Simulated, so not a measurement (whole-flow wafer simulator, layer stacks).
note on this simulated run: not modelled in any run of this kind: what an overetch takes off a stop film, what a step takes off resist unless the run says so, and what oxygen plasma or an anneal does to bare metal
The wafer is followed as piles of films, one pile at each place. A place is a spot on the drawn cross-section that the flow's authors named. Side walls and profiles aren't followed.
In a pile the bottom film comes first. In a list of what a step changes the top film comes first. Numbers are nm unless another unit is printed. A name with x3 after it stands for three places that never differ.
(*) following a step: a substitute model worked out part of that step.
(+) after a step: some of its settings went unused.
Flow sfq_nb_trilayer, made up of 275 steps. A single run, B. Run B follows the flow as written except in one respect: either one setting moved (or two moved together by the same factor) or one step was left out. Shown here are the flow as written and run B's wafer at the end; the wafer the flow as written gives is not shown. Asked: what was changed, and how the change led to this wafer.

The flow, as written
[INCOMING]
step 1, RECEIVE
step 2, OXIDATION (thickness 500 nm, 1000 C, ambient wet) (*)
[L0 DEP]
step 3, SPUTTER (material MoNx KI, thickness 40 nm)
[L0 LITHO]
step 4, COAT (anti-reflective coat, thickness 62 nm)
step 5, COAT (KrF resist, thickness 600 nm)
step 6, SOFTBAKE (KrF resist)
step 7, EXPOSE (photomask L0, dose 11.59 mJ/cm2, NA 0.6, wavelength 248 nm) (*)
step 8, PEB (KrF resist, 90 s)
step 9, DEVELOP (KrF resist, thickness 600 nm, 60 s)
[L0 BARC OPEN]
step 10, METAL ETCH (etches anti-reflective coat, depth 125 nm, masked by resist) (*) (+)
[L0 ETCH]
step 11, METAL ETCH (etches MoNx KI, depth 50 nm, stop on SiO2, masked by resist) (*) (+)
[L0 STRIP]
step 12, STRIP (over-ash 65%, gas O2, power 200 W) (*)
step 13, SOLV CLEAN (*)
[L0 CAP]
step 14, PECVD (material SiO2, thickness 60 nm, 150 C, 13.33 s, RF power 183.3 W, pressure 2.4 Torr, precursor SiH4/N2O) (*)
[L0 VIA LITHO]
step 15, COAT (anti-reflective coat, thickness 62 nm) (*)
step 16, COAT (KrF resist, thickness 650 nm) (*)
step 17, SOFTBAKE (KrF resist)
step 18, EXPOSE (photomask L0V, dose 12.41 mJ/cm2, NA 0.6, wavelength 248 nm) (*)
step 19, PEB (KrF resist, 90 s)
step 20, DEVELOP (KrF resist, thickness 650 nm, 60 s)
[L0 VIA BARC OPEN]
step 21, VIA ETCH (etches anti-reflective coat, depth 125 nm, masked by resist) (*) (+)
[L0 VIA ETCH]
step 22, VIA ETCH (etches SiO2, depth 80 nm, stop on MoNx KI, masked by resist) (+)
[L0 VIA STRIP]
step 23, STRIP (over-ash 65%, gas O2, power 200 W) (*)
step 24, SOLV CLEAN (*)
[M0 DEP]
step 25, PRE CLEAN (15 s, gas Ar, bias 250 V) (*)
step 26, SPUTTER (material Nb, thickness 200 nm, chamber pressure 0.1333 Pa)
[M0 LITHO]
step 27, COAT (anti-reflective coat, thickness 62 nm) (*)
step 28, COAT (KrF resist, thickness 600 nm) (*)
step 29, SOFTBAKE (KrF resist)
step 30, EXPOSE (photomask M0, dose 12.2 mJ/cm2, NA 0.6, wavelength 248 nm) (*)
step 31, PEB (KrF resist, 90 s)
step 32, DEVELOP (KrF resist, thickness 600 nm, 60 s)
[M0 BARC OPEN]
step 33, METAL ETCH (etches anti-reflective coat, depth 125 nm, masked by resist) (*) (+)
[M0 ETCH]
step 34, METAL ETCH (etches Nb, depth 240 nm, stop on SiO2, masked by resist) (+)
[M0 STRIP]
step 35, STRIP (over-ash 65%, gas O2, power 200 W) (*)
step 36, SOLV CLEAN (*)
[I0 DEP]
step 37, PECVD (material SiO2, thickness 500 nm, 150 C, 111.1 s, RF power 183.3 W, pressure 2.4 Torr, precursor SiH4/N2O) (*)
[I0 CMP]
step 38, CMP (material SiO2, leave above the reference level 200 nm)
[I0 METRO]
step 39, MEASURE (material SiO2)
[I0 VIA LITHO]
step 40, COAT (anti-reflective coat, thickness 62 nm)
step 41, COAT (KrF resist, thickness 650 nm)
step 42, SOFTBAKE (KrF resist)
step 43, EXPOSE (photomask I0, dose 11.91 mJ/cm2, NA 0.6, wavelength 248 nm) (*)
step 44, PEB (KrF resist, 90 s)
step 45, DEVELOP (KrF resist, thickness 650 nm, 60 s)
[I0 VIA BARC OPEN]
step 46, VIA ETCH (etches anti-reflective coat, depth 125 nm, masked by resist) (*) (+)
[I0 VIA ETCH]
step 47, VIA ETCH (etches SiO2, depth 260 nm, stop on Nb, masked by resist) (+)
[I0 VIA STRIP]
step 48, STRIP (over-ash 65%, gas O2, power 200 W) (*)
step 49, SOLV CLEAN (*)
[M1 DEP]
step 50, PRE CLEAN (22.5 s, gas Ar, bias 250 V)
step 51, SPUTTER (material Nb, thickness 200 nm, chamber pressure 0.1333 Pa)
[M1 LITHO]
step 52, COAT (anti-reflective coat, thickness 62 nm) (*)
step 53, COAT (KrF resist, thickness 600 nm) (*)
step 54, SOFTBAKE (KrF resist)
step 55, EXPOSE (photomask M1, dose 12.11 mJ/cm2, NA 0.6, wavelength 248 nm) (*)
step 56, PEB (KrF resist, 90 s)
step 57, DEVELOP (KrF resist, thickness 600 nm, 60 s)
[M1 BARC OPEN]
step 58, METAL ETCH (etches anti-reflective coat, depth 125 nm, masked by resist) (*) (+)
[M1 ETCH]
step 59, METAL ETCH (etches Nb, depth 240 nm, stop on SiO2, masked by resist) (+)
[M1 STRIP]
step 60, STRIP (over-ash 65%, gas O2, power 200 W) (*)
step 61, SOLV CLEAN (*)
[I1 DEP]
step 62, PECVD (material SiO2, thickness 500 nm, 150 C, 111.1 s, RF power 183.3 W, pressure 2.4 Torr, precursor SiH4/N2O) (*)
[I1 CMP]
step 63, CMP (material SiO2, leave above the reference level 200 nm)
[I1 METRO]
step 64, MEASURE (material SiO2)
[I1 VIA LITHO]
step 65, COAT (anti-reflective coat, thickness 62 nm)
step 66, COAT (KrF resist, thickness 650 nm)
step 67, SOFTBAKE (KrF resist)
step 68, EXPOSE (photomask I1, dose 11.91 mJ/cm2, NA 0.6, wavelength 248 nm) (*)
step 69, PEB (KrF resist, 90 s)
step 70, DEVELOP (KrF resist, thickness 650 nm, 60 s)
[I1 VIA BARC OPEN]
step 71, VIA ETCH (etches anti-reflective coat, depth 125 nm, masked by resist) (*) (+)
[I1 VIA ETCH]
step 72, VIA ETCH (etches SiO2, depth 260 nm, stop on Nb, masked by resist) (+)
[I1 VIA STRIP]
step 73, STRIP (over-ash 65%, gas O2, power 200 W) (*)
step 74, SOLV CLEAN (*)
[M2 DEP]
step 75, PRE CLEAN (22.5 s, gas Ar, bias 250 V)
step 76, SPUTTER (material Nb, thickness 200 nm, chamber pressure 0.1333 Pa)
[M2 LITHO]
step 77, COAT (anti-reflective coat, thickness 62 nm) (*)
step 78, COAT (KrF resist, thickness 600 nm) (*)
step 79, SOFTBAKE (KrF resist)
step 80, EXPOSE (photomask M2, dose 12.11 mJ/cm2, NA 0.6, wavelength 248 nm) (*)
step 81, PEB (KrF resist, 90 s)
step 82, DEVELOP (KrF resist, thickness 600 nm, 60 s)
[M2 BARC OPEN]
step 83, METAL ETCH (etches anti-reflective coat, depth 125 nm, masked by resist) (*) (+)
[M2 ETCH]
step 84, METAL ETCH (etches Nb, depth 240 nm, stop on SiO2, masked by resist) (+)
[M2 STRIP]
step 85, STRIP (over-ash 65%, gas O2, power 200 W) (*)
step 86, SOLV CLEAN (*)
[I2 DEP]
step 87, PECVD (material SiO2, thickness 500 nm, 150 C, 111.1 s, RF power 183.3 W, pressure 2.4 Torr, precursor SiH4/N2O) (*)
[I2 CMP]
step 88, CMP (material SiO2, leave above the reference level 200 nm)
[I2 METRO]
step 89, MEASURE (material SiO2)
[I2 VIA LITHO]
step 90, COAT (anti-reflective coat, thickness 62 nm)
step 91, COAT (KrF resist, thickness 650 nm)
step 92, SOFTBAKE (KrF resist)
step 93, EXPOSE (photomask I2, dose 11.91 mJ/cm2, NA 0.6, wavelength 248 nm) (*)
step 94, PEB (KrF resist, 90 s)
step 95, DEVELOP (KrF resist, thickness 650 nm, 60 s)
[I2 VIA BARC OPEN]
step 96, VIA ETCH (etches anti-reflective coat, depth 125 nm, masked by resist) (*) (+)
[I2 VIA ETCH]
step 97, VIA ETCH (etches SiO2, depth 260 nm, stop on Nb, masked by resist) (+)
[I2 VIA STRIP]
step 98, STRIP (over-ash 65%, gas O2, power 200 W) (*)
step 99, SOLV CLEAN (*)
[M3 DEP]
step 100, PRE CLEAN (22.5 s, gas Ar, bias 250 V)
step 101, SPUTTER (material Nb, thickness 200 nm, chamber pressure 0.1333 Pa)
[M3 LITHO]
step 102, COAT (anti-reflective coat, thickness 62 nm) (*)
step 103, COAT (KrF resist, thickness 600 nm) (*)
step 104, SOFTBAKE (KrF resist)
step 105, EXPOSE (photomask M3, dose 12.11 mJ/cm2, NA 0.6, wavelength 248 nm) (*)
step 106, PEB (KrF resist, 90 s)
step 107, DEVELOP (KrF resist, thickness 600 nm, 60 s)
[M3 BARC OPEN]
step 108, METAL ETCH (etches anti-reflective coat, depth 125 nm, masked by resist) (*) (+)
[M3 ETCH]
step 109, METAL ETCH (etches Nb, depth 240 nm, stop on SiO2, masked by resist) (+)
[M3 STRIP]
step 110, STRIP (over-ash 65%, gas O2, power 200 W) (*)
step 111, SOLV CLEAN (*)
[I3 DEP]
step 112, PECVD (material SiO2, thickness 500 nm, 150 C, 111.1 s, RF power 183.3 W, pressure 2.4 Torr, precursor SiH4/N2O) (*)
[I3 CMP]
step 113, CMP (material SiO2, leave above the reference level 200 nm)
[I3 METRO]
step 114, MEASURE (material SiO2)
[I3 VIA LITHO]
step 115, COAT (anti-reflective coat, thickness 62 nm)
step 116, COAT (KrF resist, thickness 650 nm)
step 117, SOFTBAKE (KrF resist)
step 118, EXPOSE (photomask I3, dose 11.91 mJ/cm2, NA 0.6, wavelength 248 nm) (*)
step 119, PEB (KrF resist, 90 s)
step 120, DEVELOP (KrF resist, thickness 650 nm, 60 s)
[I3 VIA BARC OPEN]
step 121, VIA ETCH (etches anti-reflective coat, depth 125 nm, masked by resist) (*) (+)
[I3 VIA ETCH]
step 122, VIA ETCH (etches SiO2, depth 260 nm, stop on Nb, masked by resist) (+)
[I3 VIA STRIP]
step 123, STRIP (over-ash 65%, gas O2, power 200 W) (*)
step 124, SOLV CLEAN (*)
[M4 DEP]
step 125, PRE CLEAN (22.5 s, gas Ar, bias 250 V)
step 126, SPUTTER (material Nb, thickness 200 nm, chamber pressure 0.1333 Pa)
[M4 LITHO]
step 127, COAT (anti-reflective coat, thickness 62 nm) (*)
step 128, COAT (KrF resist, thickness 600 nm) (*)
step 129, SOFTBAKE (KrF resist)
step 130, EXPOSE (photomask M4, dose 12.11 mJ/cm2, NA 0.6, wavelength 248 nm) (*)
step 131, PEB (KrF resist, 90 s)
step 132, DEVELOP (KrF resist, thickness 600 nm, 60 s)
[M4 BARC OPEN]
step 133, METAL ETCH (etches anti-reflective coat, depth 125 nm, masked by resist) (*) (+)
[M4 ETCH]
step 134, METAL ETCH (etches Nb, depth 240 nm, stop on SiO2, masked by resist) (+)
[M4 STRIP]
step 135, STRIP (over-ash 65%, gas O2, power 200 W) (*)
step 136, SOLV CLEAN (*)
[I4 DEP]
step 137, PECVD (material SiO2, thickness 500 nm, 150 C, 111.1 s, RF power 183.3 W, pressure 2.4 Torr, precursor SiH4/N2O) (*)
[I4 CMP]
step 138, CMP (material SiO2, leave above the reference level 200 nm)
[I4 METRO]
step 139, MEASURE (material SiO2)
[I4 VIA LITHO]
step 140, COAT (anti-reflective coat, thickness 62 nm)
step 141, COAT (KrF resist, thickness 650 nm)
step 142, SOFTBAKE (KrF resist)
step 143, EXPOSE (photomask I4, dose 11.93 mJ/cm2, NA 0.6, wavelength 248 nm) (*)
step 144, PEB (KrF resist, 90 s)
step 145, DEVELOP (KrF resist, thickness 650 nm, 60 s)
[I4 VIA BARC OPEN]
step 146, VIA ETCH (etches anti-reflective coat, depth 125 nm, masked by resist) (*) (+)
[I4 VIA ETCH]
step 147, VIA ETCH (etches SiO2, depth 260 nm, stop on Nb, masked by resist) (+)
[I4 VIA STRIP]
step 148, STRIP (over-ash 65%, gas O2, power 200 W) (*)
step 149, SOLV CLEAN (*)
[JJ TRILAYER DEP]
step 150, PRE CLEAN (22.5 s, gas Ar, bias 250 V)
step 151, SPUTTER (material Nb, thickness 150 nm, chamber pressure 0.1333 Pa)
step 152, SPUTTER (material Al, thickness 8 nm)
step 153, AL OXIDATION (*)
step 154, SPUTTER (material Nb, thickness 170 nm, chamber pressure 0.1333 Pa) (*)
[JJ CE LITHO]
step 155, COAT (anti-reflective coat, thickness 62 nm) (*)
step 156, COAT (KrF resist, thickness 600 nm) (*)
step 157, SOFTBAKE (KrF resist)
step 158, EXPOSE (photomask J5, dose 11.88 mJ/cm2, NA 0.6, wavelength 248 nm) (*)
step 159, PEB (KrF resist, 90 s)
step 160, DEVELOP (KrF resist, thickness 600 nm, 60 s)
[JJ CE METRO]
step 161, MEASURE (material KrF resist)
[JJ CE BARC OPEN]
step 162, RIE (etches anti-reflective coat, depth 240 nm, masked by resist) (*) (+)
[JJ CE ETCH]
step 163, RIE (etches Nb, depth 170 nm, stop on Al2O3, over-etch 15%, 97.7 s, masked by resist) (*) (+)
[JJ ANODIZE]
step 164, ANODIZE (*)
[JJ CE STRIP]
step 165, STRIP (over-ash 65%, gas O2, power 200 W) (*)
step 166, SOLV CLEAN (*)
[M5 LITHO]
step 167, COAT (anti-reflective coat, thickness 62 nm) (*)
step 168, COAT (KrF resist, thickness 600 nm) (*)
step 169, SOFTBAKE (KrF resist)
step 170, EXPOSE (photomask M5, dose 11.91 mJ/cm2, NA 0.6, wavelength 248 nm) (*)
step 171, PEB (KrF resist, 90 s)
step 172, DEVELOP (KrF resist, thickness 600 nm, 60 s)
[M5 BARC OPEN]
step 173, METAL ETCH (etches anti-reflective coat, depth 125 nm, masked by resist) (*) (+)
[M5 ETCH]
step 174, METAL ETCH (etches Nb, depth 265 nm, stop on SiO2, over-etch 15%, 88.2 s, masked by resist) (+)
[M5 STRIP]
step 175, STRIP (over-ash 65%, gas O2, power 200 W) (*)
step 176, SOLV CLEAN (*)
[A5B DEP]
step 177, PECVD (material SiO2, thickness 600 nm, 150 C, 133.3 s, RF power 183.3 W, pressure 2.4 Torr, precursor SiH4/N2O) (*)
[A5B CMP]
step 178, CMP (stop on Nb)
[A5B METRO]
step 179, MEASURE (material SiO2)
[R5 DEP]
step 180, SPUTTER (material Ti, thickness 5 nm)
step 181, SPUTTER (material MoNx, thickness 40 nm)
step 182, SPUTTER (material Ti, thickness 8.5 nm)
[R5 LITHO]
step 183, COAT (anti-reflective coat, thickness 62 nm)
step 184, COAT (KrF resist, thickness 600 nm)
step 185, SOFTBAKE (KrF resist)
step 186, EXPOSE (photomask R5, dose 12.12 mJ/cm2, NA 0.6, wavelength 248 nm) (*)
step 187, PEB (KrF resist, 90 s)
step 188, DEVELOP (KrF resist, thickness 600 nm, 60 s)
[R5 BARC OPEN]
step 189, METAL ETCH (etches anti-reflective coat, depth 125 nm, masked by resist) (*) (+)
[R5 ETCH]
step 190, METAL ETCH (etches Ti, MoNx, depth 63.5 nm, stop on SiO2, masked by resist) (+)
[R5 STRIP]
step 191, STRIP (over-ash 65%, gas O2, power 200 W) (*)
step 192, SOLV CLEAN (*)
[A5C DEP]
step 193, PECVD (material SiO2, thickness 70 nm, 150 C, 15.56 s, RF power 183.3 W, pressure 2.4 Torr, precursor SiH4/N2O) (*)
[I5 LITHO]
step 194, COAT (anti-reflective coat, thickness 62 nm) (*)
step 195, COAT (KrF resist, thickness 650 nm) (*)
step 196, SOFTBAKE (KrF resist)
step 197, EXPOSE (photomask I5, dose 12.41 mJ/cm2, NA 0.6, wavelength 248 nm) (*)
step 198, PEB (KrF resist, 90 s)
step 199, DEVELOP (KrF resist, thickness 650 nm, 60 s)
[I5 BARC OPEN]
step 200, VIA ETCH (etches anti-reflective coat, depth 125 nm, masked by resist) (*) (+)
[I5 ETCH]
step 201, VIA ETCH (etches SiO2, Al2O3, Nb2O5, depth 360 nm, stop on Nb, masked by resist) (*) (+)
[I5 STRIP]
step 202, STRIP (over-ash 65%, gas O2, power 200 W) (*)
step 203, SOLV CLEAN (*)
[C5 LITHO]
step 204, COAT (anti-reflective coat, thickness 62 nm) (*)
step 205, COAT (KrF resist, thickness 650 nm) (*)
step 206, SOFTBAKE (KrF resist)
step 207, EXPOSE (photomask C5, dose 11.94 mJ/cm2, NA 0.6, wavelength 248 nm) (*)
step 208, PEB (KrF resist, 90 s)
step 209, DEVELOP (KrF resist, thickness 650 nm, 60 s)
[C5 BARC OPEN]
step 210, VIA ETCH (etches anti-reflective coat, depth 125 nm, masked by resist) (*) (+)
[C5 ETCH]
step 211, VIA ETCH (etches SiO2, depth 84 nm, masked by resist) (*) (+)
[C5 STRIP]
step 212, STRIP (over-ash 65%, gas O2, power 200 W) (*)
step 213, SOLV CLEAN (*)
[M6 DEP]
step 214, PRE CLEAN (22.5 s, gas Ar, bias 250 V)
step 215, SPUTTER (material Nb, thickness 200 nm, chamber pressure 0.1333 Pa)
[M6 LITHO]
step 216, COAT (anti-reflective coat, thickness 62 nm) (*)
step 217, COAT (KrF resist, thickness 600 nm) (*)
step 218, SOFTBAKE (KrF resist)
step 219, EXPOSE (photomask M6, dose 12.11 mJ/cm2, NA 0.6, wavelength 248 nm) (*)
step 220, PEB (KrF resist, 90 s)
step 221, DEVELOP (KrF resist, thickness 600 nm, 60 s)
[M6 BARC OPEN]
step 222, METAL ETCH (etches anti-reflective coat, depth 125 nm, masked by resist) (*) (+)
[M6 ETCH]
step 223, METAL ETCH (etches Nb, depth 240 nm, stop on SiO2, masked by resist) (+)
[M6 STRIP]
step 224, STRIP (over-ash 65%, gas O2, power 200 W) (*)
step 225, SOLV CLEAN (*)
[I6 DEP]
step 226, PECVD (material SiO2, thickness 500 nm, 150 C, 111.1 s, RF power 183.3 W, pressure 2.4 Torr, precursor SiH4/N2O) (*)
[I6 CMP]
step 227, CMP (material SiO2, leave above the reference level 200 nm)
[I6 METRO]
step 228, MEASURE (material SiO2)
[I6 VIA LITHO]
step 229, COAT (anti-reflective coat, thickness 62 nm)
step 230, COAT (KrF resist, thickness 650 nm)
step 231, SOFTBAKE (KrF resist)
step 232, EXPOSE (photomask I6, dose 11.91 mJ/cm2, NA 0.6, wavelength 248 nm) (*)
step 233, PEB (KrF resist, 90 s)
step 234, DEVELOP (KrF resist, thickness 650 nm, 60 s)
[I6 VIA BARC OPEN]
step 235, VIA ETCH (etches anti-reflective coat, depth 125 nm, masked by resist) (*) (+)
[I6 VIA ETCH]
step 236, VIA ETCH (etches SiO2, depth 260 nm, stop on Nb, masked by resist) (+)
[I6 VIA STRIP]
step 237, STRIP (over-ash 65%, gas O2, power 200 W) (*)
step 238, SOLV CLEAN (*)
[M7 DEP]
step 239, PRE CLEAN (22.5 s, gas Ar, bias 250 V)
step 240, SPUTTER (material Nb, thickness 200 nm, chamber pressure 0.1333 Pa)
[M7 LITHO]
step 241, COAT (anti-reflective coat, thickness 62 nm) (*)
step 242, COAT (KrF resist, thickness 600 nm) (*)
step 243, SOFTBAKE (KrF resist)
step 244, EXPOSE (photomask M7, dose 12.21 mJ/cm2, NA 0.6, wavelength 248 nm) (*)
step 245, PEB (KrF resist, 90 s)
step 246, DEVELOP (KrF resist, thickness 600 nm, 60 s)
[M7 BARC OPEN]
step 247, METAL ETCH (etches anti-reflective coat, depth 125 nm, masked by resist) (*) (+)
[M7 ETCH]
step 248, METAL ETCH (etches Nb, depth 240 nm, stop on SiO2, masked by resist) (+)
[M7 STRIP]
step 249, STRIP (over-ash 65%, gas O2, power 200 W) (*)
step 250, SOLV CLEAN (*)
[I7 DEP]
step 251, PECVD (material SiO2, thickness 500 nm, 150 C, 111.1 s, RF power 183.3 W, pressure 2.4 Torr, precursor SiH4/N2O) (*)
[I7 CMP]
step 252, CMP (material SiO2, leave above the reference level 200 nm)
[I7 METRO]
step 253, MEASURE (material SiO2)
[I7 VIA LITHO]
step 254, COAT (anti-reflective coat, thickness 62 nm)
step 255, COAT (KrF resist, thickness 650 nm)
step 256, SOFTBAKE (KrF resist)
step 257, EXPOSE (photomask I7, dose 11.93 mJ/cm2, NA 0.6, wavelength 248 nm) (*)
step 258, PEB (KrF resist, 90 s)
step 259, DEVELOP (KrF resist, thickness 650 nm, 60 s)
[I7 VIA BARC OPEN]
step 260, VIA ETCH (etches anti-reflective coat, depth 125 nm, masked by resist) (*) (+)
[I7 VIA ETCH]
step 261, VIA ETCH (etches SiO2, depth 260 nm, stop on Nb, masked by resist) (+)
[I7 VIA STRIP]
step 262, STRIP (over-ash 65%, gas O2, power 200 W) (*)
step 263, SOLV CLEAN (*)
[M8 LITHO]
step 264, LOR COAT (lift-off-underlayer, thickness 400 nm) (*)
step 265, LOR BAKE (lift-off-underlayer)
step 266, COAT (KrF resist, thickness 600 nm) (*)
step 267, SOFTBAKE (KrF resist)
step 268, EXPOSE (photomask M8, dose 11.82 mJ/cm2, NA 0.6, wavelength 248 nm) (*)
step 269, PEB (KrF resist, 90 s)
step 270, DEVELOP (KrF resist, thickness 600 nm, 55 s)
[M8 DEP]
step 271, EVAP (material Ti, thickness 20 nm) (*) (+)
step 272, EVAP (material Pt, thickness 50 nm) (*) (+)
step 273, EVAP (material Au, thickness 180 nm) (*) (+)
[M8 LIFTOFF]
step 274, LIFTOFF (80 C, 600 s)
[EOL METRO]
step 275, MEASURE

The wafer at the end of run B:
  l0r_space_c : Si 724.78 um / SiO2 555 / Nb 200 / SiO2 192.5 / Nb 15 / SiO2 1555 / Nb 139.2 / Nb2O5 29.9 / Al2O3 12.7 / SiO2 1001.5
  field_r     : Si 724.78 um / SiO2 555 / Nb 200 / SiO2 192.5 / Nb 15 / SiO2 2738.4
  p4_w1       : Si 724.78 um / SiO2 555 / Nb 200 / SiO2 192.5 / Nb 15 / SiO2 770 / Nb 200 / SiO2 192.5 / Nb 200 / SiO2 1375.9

Cause: step 59, METAL ETCH: depth 185 nm was run, though the flow has depth 240 nm.

How this came from the change, step by step:
  step 59, METAL ETCH (etches Nb, depth 240 nm, stop on SiO2, masked by resist) (+)
      field_l, be, be_sur and 79 more: -185 Nb (as written it would have been: -200 Nb (all of it))
      v_sur, via_wl, via_w and 21 more: -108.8 KrF resist (as written it would have been: -141.2 KrF resist)
  step 60, STRIP (over-ash 65%, gas O2, power 200 W) (*)
      wl_j_sl, wl_jj, wl_j_sr and 13 more: -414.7 KrF resist (all of it), -62 anti-reflective coat (all of it) (as written it would have been: -382.4 KrF resist (all of it), -62 anti-reflective coat (all of it))
      v_sur: -398.2 KrF resist (all of it), -61.1 anti-reflective coat (all of it) (as written it would have been: -365.9 KrF resist (all of it), -61.1 anti-reflective coat (all of it))
      (as well as at 7 more places)
  step 62, PECVD (material SiO2, thickness 500 nm, 150 C, 111.1 s, RF power 183.3 W, pressure 2.4 Torr, precursor SiH4/N2O) (*)
      field_l, be, be_sur and 72 more: +500 SiO2 (new film) (as written it would have been: +500 SiO2)
      lsp_m, ln_m6, lsp_r, l0_sur, l0v: +500 SiO2 (new film) (as written it would have been: +494.9 SiO2)
      (as well as at 2 more places)
  step 63, CMP (material SiO2, leave above the reference level 200 nm)
      field_l, be, be_sur and 72 more: -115 SiO2 (as written it would have been: -100 SiO2)
      lsp_m, ln_m6, lsp_r, l0_sur, l0v: -115 SiO2 (as written it would have been: -94.9 SiO2)
If metal films that touch count as one body, l0r_space_c has 3 bodies (between them, from the top down: SiO2 1555; SiO2 192.5); the flow as written gives 2 bodies (between them, from the top down: SiO2 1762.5).
If metal films that touch count as one body, field_r has 2 bodies (between them, from the top down: SiO2 192.5); the flow as written gives 1 body.
If metal films that touch count as one body, p4_w1 has 4 bodies (between them, from the top down: SiO2 192.5; SiO2 770; SiO2 192.5); the flow as written gives 3 bodies (between them, from the top down: SiO2 192.5; SiO2 977.5).
